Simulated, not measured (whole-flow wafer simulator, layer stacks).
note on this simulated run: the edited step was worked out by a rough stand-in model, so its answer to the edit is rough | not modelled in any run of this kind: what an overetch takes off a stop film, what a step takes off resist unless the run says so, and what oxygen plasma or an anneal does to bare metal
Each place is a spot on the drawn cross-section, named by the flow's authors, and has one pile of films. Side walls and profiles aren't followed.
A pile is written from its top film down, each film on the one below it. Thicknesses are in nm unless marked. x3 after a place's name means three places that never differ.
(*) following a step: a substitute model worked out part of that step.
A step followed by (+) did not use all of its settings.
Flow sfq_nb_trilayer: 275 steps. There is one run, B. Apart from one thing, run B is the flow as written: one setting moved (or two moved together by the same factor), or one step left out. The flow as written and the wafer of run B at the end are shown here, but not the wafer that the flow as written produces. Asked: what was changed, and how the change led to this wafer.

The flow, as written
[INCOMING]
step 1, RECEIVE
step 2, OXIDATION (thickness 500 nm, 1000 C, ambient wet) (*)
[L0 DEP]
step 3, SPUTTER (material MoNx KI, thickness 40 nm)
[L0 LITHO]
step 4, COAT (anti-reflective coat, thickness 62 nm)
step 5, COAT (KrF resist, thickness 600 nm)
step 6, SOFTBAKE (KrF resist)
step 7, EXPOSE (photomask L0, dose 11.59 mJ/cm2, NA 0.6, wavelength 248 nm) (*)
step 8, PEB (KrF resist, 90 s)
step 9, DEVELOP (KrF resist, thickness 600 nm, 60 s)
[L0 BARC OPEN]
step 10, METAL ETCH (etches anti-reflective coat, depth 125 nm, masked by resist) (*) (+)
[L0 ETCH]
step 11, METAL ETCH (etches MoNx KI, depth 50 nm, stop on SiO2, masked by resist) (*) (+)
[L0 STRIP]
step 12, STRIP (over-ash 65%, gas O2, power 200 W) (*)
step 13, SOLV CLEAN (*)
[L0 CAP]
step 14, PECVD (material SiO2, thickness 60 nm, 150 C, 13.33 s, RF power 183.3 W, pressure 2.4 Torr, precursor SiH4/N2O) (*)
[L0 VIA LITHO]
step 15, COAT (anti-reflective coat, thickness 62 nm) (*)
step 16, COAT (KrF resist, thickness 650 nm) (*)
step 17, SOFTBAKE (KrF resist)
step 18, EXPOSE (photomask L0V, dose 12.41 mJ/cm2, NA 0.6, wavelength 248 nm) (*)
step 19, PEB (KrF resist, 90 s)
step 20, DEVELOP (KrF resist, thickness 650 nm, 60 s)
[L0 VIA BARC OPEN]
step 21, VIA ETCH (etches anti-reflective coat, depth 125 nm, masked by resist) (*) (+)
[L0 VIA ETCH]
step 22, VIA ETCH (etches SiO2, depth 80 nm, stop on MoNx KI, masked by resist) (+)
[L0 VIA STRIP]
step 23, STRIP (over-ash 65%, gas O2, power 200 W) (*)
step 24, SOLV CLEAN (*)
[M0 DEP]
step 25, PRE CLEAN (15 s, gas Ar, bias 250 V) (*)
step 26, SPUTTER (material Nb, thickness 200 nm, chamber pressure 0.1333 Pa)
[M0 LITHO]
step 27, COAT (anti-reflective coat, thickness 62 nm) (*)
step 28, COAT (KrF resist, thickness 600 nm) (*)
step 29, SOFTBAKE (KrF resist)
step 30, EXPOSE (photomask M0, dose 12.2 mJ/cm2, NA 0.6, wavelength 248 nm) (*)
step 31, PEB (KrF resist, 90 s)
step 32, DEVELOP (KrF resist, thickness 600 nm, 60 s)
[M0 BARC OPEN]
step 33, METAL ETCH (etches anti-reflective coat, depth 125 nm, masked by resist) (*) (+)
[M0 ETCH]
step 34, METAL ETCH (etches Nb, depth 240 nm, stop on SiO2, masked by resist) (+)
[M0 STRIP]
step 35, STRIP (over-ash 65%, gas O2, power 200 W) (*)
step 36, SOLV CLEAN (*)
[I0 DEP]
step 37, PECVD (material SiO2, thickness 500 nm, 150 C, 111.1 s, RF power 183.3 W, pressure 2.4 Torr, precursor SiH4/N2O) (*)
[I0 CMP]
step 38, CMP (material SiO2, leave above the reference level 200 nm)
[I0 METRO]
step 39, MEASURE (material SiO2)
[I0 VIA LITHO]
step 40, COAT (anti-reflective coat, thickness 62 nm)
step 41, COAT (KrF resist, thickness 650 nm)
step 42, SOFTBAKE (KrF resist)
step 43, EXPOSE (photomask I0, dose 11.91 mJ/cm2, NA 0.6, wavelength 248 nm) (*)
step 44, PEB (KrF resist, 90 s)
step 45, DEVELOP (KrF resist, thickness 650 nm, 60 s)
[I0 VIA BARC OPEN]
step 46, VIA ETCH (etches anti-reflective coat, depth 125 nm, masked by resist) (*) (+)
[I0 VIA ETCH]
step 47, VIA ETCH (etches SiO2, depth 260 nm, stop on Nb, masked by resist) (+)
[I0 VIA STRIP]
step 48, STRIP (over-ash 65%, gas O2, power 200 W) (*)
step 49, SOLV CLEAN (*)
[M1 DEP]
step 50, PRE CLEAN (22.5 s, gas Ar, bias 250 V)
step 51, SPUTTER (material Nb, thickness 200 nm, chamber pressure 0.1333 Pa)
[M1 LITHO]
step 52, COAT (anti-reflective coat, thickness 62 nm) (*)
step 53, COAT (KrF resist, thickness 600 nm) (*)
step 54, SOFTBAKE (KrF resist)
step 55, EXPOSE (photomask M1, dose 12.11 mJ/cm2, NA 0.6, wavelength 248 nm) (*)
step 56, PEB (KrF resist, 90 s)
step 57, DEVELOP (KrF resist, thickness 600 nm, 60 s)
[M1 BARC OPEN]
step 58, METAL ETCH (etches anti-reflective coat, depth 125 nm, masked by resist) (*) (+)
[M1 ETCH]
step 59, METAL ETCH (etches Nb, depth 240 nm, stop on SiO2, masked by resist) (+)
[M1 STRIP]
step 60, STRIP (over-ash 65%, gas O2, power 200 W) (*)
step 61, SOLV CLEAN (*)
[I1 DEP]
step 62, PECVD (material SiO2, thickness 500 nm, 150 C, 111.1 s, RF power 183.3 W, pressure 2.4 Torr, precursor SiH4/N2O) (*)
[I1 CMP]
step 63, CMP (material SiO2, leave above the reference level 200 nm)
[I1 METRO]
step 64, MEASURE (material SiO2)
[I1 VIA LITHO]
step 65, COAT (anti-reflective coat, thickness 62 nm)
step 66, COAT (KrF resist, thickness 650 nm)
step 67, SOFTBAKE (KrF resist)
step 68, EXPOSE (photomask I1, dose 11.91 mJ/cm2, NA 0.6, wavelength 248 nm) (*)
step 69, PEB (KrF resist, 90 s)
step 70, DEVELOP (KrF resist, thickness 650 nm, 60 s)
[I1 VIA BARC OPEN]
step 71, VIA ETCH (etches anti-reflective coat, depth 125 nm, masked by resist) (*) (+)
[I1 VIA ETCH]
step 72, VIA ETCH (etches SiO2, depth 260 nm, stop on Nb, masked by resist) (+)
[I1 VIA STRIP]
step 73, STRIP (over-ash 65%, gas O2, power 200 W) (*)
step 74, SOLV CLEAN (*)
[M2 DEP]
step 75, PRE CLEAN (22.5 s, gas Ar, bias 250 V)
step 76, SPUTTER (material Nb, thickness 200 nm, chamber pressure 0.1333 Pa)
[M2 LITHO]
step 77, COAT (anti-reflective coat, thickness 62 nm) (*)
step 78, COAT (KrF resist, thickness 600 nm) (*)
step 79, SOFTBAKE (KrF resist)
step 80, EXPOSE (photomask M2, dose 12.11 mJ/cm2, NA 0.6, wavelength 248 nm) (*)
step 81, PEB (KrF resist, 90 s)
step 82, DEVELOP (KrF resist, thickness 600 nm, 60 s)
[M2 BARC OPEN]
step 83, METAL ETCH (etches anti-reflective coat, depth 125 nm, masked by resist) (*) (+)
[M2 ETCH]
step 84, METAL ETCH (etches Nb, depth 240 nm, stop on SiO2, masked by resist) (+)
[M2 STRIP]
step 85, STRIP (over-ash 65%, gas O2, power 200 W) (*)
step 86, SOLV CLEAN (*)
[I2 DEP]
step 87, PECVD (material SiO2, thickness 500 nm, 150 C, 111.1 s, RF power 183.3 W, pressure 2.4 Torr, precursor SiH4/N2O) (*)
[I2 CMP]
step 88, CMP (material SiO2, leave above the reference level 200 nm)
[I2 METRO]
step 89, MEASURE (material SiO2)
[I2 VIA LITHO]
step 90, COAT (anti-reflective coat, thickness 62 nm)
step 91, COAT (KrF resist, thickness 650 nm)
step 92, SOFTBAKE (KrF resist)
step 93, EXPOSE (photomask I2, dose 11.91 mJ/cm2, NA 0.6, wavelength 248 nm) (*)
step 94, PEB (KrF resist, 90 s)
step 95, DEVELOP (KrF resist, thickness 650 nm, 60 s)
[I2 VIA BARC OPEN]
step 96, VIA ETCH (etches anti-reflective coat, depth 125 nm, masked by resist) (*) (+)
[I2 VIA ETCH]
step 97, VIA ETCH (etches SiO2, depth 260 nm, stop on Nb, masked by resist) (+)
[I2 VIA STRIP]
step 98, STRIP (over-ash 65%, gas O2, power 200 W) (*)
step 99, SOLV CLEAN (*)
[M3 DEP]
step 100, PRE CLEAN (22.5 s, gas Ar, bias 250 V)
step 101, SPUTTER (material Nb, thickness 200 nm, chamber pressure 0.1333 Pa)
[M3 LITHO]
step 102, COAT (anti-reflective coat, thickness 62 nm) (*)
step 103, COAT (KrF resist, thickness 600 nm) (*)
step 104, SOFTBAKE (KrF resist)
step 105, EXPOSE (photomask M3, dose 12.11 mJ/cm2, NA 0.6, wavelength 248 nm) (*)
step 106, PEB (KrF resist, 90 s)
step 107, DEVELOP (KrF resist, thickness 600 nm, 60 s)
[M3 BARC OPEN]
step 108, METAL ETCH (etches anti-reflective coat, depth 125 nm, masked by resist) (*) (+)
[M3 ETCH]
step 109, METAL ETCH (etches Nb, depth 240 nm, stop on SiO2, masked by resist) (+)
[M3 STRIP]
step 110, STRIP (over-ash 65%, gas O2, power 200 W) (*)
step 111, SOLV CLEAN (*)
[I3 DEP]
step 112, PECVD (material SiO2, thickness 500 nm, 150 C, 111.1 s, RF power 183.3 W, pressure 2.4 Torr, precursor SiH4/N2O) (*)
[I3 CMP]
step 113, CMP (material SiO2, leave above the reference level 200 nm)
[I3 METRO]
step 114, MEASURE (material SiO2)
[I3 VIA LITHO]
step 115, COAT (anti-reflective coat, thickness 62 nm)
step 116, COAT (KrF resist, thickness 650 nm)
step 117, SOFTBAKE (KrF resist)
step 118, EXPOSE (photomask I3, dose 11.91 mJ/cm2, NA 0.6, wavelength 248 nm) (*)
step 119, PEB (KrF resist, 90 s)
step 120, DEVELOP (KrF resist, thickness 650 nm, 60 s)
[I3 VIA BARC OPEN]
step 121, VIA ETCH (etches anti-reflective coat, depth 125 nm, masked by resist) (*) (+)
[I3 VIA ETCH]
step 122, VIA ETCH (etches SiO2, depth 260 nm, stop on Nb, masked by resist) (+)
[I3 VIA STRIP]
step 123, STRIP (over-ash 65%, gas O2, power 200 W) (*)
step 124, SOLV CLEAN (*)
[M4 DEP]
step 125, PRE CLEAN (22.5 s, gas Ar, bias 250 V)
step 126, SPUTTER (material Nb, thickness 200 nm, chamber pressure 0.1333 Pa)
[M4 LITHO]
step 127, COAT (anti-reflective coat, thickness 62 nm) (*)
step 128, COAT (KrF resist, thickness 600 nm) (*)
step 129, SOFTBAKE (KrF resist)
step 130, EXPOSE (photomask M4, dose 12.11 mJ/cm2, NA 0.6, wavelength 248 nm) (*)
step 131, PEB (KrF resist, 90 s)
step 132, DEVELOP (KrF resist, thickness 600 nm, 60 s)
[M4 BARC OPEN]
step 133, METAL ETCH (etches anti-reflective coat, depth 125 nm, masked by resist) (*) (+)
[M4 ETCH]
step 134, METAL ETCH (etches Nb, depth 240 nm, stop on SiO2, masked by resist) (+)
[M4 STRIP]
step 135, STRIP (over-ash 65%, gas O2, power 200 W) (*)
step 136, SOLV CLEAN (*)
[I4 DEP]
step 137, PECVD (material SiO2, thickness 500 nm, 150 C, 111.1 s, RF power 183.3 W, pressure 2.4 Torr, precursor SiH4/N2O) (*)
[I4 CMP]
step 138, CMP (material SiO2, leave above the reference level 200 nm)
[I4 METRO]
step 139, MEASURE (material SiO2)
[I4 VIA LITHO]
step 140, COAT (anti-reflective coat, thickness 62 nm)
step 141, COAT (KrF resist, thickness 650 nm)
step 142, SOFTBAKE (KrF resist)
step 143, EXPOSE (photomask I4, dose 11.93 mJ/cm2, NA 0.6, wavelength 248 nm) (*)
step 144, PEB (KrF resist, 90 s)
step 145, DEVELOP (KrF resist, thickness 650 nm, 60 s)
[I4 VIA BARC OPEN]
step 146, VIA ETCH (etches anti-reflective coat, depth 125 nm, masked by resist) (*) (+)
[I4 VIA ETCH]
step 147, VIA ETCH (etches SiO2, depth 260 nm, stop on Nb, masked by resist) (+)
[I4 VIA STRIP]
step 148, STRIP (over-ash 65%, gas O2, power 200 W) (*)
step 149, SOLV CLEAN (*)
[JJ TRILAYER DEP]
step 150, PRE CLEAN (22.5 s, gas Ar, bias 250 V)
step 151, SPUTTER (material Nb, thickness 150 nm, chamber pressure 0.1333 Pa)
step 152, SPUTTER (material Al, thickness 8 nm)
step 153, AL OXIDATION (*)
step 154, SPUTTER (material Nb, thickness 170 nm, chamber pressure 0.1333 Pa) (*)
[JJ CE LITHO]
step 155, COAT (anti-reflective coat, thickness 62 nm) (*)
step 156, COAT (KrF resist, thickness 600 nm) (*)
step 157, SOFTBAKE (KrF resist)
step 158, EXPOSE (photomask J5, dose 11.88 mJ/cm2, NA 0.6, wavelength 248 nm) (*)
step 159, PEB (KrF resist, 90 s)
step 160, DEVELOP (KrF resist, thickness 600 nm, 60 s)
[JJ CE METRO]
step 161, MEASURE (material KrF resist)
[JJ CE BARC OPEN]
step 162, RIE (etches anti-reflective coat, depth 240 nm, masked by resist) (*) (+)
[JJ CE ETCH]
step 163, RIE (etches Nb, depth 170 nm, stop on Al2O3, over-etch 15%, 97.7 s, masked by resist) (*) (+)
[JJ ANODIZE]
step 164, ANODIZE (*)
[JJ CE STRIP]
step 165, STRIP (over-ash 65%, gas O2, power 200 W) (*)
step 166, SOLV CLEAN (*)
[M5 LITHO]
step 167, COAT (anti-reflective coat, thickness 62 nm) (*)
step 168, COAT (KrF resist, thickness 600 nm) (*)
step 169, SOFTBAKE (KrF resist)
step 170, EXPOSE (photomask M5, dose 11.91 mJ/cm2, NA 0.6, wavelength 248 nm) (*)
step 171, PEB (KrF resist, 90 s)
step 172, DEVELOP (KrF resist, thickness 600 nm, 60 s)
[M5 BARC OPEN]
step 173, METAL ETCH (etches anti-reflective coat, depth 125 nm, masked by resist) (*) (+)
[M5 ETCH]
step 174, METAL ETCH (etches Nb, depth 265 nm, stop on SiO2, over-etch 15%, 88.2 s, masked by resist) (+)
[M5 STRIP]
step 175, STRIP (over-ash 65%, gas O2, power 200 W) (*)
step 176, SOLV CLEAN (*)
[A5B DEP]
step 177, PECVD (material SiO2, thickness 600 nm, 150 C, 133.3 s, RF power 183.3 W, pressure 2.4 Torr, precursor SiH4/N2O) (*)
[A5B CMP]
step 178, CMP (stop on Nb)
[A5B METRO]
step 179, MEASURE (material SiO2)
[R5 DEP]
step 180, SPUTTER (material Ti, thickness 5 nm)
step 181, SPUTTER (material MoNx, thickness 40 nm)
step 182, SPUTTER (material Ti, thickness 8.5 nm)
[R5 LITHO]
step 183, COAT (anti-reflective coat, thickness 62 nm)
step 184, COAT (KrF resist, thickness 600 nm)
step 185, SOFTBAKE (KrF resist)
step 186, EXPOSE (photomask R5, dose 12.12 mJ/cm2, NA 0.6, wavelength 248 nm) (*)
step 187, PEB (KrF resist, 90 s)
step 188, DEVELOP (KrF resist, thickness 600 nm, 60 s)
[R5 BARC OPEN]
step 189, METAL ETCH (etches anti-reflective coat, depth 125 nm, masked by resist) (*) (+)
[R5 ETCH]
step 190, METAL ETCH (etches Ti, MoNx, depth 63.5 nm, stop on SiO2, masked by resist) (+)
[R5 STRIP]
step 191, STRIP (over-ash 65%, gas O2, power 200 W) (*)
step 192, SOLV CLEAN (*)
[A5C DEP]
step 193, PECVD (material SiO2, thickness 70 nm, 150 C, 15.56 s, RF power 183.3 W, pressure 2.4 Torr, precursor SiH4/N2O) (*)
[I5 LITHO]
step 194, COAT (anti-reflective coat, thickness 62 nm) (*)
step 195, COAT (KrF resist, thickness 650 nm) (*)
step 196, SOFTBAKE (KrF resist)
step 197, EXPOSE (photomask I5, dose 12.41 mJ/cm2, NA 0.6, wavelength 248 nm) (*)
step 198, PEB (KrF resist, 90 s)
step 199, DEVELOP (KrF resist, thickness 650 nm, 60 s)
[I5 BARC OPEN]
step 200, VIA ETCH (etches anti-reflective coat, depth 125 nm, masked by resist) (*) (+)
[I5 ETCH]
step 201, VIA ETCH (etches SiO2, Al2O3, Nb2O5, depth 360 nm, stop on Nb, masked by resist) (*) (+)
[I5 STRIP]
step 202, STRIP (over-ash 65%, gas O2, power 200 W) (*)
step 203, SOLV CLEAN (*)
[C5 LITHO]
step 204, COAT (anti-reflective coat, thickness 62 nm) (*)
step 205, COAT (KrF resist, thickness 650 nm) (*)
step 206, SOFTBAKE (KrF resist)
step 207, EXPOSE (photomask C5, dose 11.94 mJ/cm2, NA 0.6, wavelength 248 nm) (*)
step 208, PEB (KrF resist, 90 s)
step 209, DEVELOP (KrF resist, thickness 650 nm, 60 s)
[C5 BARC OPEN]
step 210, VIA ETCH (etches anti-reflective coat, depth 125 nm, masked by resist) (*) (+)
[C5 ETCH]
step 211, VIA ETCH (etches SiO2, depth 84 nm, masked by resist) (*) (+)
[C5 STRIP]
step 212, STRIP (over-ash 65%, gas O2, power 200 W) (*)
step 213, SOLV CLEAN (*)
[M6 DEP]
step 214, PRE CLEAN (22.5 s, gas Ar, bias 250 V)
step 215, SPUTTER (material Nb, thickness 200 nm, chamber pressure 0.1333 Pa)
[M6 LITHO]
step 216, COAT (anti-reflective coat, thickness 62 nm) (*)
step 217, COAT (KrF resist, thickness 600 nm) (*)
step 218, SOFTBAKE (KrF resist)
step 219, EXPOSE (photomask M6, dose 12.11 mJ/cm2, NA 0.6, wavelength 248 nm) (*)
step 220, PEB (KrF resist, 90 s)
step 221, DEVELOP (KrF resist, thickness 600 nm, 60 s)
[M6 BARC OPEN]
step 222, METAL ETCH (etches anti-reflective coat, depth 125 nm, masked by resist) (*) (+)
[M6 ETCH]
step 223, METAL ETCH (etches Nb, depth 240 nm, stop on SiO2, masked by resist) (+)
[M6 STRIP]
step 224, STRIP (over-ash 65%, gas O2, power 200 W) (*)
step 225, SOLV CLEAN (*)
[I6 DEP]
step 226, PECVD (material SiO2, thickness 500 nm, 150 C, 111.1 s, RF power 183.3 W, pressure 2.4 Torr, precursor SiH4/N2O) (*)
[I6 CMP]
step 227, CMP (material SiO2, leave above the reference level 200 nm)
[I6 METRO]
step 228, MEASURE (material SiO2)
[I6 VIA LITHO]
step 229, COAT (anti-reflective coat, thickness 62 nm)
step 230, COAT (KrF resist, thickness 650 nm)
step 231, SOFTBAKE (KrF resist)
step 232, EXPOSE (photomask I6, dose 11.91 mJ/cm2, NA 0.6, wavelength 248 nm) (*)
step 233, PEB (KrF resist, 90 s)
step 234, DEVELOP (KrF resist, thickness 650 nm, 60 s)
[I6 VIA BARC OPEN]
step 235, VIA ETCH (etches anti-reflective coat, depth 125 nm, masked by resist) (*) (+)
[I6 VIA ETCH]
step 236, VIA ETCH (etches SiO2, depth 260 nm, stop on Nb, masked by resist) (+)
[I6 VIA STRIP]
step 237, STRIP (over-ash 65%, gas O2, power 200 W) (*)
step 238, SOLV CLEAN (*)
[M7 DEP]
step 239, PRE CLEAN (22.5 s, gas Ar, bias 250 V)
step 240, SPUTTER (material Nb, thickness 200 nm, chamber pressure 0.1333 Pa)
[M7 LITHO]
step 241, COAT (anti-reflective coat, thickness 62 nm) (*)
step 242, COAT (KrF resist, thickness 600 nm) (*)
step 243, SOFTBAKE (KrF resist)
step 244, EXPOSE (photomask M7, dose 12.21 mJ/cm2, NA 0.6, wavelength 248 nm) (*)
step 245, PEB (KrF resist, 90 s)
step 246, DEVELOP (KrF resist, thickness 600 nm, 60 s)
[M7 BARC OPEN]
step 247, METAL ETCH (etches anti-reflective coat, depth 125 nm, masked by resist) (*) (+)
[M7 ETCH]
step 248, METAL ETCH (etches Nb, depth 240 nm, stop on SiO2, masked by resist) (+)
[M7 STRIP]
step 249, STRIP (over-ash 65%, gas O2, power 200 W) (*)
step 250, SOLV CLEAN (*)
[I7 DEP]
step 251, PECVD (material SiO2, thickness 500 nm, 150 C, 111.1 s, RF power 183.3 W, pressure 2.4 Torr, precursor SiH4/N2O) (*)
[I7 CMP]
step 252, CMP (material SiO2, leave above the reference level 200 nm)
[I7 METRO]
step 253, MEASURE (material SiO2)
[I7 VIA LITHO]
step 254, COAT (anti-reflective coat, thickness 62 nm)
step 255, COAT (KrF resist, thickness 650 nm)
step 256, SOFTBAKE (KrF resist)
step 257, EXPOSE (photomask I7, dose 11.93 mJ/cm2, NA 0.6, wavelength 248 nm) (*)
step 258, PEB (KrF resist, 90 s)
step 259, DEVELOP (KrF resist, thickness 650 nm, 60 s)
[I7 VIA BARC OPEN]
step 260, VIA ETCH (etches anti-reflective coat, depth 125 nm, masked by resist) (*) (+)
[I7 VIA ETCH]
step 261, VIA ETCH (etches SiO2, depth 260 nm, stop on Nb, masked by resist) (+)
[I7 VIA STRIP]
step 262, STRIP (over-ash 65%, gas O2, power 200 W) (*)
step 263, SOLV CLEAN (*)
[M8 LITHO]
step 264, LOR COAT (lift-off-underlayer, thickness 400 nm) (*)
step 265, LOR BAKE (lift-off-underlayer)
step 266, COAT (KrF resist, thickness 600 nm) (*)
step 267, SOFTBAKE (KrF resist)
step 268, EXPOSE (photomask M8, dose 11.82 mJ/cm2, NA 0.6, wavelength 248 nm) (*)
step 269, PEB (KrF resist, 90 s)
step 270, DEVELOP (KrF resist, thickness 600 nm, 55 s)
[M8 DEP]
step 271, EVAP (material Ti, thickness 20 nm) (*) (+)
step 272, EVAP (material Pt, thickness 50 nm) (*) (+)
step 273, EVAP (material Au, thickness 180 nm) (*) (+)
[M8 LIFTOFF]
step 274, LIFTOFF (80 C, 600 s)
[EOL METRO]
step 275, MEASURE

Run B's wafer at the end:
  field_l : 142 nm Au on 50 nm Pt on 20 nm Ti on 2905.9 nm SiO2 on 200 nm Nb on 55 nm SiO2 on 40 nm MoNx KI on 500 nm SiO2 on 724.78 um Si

The reason: step 273, EVAP: thickness 142 nm was run, while the flow as written has thickness 180 nm.
The wafer lets one read it off: field_l has Au 142, and step 273 as written asks for 180 nm.

The path from the change to this, step by step:
  step 273, EVAP (material Au, thickness 180 nm) (*) (+)
      field_l, v_sur, via_wl and 103 more: Au gains 142 (new film) (as written it would have been: Au gains 180 (new film))
  step 274, LIFTOFF (80 C, 600 s)
      p4_fl, p4_fm, p4_w1 and 71 more: Au loses 142 (all of it), Pt loses 50 (all of it), Ti loses 20 (all of it), KrF resist loses 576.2 (all of it), lift-off-underlayer loses 400 (all of it) (as written it would have been: Au loses 180 (all of it), Pt loses 50 (all of it), Ti loses 20 (all of it), KrF resist loses 576.2 (all of it), lift-off-underlayer loses 400 (all of it))
      c5j, ce_r: Au loses 142 (all of it), Pt loses 50 (all of it), Ti loses 20 (all of it), KrF resist loses 573.3 (all of it), lift-off-underlayer loses 399.3 (all of it) (as written it would have been: Au loses 180 (all of it), Pt loses 50 (all of it), Ti loses 20 (all of it), KrF resist loses 573.3 (all of it), lift-off-underlayer loses 399.3 (all of it))
      (and at 19 other places as well)
